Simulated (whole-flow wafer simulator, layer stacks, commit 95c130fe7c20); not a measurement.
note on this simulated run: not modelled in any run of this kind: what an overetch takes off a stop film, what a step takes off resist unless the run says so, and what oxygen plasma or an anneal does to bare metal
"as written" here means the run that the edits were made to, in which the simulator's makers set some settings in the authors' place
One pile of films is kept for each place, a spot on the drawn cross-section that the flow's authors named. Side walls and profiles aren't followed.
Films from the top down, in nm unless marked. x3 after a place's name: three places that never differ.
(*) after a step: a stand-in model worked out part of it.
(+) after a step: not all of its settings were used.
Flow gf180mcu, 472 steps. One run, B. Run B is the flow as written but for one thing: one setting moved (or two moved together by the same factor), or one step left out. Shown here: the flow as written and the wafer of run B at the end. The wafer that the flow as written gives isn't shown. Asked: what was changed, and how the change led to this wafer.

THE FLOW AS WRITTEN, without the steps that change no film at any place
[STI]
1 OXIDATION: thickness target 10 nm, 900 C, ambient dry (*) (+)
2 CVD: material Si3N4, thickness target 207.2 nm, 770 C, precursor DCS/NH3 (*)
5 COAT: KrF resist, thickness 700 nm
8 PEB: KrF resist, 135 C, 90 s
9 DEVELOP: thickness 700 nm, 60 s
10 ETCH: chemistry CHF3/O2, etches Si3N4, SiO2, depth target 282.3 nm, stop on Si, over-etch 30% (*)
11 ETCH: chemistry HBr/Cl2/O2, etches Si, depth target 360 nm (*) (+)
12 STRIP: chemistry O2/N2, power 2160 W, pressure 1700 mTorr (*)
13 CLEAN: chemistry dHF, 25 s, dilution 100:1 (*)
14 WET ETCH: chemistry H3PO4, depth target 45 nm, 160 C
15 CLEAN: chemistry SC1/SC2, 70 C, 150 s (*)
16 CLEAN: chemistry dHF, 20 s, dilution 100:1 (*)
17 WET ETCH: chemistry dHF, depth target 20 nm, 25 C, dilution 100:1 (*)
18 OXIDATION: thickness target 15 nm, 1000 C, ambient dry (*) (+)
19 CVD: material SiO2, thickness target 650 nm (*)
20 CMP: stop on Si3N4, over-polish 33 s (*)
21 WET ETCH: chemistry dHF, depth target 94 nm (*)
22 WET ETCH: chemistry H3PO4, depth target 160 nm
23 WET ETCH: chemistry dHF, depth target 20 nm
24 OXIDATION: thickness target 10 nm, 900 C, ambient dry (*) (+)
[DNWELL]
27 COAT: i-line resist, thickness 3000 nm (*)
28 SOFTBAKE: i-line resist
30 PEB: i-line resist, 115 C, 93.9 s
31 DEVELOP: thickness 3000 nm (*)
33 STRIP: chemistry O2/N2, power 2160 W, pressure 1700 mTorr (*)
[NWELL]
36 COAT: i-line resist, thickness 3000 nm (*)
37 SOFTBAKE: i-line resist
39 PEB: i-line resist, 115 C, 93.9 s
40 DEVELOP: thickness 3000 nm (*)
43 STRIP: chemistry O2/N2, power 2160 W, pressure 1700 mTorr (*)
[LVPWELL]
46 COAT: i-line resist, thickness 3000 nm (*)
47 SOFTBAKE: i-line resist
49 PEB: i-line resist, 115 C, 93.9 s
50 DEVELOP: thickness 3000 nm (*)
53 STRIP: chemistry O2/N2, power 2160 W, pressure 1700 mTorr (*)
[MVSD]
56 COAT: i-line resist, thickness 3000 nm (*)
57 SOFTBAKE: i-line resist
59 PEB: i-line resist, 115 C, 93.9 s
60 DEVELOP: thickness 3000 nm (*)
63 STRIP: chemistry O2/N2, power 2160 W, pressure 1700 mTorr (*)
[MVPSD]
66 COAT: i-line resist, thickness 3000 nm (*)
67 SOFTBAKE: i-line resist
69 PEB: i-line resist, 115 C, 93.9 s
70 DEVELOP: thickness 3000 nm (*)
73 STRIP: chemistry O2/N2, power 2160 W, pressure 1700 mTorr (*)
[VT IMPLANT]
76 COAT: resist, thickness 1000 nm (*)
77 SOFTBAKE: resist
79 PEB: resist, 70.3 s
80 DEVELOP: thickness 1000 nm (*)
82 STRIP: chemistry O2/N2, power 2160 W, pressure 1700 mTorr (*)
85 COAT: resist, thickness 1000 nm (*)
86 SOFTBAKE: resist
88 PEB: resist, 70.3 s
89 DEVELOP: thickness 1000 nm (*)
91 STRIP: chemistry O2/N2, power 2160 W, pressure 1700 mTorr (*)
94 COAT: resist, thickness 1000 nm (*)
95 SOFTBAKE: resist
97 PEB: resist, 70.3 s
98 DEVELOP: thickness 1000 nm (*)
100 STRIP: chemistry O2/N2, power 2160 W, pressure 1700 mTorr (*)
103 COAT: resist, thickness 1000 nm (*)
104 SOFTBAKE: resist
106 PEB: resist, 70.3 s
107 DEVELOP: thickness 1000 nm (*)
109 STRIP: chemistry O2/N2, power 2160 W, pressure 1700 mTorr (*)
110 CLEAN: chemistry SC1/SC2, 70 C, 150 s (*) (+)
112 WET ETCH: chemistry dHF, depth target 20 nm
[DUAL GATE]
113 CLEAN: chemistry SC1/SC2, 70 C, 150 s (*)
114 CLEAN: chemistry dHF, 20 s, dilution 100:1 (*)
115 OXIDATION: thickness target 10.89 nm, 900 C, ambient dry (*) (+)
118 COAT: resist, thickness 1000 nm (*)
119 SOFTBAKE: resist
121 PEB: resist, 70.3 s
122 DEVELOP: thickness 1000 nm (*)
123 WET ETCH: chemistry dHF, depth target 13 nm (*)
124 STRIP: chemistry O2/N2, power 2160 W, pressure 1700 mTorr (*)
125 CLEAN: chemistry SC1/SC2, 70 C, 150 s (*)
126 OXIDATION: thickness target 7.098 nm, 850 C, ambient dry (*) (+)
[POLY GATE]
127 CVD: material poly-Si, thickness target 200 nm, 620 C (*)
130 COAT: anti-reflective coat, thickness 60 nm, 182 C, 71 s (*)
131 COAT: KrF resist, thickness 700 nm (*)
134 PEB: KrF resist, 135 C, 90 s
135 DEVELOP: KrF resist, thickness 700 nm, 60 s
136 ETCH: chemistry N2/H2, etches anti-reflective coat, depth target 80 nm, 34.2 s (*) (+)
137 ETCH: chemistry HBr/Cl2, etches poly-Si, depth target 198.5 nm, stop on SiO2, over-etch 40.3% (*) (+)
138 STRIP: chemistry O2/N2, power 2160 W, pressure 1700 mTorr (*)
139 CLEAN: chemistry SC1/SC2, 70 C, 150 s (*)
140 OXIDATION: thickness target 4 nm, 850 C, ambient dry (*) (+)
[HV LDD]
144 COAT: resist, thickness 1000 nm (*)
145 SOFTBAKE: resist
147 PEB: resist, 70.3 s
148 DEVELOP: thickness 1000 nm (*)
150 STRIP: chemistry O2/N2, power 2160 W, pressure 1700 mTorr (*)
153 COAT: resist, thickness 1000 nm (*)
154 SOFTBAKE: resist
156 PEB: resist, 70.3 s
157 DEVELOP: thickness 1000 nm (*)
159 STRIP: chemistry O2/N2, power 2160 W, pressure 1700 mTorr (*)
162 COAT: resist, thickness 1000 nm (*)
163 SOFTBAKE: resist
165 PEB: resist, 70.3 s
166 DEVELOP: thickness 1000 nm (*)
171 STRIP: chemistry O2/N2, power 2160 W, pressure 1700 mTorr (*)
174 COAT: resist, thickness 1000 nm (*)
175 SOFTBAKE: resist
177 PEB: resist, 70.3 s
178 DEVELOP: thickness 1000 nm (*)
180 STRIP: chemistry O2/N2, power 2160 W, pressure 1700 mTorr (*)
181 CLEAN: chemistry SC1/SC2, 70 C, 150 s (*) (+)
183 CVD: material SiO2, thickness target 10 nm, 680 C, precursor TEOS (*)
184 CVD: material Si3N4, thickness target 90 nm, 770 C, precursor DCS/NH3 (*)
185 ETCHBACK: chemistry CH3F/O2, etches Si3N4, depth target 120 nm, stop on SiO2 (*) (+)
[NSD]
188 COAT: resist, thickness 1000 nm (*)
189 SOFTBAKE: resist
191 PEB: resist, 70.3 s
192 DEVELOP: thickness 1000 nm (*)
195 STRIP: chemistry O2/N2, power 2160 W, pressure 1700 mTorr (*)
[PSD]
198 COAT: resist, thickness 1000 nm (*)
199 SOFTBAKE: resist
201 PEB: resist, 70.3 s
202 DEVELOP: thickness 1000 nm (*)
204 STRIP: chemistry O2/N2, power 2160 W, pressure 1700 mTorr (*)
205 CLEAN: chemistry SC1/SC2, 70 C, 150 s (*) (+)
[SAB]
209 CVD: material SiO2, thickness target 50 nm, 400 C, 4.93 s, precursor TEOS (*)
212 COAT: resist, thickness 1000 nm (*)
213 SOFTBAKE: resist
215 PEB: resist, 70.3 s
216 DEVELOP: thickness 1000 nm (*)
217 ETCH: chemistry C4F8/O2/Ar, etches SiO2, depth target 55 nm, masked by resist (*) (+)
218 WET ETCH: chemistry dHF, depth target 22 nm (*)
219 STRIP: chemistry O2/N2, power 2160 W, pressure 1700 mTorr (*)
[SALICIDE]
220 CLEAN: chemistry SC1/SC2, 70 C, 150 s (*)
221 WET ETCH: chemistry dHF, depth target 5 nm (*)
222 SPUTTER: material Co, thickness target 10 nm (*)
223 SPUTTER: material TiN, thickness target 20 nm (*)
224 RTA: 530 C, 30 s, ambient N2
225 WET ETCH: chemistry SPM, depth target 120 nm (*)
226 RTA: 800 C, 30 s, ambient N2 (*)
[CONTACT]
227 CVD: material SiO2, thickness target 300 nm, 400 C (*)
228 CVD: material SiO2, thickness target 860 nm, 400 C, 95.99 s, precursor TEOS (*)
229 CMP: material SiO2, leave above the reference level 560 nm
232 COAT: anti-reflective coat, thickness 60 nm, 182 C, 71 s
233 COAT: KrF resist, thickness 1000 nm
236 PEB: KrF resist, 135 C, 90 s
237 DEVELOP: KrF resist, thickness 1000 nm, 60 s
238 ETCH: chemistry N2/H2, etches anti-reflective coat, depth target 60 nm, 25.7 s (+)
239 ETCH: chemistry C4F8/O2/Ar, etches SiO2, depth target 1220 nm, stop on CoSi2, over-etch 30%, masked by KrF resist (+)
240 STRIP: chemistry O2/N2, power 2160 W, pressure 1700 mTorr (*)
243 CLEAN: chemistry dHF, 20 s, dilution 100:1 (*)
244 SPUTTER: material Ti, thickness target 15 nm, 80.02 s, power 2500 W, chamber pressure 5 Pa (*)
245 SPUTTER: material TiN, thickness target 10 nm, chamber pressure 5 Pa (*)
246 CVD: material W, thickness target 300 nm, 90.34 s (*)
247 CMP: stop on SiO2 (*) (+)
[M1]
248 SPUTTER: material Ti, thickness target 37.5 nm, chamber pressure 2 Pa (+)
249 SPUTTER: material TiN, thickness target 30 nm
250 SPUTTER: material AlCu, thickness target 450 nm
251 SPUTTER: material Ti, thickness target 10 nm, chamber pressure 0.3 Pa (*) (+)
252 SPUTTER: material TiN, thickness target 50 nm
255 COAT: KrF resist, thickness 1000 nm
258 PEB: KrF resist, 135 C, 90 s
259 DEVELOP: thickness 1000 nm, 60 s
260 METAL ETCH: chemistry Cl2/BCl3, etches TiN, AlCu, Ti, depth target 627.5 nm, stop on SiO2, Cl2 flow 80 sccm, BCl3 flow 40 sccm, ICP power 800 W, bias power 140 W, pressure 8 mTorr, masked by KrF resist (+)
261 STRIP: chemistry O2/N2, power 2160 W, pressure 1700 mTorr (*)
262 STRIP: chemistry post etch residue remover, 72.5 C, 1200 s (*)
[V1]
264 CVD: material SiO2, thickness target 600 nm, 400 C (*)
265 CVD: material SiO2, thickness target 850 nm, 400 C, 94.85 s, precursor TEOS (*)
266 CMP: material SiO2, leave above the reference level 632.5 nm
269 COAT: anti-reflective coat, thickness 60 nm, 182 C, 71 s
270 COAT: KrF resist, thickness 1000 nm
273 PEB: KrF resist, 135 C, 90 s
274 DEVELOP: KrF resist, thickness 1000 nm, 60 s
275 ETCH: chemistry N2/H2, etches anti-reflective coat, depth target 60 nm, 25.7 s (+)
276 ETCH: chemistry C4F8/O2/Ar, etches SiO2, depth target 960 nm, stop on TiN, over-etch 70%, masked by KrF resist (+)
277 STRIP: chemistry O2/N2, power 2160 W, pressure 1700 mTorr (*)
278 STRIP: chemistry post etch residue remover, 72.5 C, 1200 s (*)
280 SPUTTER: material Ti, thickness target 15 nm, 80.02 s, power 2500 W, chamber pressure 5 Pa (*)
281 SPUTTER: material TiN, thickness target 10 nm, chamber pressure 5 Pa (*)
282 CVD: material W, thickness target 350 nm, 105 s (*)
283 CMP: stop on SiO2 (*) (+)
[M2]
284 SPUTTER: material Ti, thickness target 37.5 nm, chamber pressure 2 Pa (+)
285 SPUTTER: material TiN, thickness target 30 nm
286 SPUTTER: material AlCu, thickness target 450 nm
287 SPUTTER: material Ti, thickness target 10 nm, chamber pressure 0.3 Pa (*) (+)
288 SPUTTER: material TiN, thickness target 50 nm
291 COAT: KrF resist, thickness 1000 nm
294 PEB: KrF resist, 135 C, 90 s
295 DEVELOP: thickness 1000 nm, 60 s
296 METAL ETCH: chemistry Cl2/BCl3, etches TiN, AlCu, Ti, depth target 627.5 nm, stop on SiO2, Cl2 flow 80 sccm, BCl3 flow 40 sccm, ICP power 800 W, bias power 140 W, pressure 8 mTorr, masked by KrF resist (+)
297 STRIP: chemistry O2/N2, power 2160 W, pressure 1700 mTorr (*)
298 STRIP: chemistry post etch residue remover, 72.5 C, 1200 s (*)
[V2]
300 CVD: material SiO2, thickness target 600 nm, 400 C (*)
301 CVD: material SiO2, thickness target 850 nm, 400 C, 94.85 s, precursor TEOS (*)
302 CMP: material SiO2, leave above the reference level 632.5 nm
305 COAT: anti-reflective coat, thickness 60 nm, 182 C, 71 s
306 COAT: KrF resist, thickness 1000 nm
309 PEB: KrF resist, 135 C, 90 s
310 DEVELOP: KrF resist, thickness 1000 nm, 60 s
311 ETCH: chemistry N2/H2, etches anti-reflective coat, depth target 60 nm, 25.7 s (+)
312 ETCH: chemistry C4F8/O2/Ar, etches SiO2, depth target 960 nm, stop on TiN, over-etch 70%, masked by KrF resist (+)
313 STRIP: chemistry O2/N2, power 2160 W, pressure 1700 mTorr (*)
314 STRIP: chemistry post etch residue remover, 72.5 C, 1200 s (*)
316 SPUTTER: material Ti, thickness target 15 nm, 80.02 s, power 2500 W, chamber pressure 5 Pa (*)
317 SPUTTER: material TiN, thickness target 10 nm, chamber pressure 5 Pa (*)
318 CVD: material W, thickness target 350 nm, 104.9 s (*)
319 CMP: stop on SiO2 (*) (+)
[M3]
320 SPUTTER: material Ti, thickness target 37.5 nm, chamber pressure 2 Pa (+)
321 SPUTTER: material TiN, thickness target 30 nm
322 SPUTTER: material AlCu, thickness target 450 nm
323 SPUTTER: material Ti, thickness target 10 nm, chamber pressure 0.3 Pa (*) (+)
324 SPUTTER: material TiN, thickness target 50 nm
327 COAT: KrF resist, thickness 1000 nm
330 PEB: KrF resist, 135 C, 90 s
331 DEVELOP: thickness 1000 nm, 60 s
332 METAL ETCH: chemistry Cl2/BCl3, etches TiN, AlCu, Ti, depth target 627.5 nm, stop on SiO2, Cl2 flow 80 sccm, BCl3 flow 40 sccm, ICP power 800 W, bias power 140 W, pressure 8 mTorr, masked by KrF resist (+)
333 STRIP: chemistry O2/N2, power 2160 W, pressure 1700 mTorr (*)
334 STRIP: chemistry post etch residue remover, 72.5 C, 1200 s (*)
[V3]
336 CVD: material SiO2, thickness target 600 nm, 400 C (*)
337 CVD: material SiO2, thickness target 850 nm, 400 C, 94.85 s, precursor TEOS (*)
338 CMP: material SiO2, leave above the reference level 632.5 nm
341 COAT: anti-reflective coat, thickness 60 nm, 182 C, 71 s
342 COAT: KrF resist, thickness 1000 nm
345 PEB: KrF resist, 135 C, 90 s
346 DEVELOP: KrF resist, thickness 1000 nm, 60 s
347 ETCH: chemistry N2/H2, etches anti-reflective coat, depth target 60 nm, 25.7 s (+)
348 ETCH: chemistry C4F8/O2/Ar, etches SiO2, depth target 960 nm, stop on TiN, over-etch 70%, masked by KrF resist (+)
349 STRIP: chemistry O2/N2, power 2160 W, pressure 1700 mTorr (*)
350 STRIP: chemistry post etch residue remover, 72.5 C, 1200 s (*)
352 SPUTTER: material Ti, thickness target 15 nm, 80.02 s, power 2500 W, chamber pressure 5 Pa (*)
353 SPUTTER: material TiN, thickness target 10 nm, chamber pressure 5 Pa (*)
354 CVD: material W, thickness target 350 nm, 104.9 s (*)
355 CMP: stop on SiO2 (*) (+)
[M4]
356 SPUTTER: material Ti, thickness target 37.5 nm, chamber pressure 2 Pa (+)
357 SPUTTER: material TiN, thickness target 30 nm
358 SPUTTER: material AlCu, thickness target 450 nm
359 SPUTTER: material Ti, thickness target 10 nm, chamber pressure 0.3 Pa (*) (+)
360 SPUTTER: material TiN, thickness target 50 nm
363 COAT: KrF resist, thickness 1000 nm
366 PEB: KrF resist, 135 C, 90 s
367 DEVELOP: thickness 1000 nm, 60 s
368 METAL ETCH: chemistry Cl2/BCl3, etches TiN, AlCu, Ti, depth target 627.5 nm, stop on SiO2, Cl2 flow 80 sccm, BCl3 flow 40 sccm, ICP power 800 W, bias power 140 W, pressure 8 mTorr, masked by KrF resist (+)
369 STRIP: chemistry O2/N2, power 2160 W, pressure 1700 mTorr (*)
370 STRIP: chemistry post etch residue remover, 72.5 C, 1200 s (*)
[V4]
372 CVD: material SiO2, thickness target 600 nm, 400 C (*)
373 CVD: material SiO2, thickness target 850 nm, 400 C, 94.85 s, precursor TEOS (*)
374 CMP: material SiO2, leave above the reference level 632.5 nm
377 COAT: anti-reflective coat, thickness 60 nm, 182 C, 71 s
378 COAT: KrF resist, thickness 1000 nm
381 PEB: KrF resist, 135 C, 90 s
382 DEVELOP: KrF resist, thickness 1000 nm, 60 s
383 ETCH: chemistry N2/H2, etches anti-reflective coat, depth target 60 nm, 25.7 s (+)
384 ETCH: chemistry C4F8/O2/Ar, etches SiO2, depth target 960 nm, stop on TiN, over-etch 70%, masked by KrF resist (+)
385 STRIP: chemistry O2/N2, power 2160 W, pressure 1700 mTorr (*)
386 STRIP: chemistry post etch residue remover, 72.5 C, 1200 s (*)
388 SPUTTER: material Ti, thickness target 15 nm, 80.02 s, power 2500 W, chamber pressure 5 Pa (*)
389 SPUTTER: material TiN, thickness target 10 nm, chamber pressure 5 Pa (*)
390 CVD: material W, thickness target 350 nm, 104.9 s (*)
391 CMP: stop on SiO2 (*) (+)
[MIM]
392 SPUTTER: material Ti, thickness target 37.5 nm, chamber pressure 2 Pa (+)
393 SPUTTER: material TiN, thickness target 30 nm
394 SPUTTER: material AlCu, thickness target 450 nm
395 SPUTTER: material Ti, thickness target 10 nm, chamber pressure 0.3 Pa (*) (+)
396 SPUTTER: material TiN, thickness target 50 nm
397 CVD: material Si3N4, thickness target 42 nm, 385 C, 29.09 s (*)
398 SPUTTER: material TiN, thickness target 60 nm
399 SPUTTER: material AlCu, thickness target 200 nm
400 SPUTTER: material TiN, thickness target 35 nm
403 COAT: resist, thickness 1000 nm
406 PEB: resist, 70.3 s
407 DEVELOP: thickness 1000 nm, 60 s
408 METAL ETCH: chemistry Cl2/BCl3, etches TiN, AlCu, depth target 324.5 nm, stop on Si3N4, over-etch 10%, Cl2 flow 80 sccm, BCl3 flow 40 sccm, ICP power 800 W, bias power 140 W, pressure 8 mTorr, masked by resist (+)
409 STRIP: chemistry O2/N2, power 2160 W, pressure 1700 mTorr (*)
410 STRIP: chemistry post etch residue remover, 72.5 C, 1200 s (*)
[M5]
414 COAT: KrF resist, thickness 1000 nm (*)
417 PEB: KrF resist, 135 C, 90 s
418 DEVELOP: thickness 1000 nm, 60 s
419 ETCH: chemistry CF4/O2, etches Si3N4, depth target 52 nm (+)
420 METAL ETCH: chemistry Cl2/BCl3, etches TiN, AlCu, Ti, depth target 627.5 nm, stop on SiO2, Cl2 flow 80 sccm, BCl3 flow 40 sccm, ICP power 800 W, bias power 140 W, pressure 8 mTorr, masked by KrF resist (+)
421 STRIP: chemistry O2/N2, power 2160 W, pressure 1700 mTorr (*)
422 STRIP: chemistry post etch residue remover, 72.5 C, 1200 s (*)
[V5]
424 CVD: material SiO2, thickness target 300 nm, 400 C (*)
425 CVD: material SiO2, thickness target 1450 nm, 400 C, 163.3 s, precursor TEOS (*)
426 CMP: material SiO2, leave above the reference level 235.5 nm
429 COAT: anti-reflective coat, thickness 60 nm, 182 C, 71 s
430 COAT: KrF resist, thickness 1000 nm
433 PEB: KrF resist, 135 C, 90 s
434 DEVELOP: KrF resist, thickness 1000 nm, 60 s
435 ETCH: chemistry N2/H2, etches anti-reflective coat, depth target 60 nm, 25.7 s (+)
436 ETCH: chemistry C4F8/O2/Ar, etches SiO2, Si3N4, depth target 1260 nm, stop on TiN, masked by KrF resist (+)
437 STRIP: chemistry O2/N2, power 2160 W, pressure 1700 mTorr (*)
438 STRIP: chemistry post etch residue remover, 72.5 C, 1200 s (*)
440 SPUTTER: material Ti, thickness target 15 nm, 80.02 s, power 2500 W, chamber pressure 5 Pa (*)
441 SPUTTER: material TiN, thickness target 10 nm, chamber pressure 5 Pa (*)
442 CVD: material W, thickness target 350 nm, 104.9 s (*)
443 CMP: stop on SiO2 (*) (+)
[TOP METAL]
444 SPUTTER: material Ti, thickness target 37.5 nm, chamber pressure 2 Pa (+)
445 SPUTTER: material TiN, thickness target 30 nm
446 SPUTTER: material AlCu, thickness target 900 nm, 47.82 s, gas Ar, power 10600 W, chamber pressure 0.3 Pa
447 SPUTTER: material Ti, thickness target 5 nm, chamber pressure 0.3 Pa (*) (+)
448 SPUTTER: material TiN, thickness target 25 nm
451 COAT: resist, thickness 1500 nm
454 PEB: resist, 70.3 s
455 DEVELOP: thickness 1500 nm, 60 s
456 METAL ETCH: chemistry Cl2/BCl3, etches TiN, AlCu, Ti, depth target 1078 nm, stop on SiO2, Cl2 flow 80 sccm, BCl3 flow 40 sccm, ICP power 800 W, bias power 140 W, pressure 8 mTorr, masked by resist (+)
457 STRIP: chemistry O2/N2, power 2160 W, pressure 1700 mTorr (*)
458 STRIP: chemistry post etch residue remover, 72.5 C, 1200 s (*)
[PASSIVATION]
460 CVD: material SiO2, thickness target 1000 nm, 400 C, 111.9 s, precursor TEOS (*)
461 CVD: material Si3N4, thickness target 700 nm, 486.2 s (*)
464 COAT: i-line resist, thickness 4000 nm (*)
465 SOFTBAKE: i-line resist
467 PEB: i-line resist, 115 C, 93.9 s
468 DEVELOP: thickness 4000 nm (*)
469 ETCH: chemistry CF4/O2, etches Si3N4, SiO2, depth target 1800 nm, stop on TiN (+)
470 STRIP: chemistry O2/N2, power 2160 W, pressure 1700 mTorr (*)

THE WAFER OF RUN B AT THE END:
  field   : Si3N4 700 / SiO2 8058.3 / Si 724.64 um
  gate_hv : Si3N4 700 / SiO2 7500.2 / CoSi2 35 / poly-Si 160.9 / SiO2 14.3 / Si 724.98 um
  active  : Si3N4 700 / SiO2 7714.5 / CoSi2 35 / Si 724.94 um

The cause: step 286, SPUTTER: thickness target 281 nm was run, where the flow has thickness target 450 nm.

How the change led to this, step by step:
  286 SPUTTER: material AlCu, thickness target 450 nm
      field, field__w1, field__w2 and 108 more: AlCu +281 (new film) (as written it would be: AlCu +450 (new film))
  296 METAL ETCH: chemistry Cl2/BCl3, etches TiN, AlCu, Ti, depth target 627.5 nm, stop on SiO2, Cl2 flow 80 sccm, BCl3 flow 40 sccm, ICP power 800 W, bias power 140 W, pressure 8 mTorr, masked by KrF resist (+)
      field, field__w1, field__w2 and 103 more: TiN -50 (all of it), Ti -10 (all of it), AlCu -281 (all of it), TiN -30 (all of it), Ti -37.5 (all of it) (as written it would be: TiN -50 (all of it), Ti -10 (all of it), AlCu -450 (all of it), TiN -30 (all of it), Ti -37.5 (all of it))
      field__w8, contact, m1, m1__w1, m1_nw: KrF resist -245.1 (as written it would be: KrF resist -251)
  302 CMP: material SiO2, leave above the reference level 632.5 nm
      field, field__w1, field__w2 and 103 more: SiO2 -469 (as written it would be: SiO2 -300)
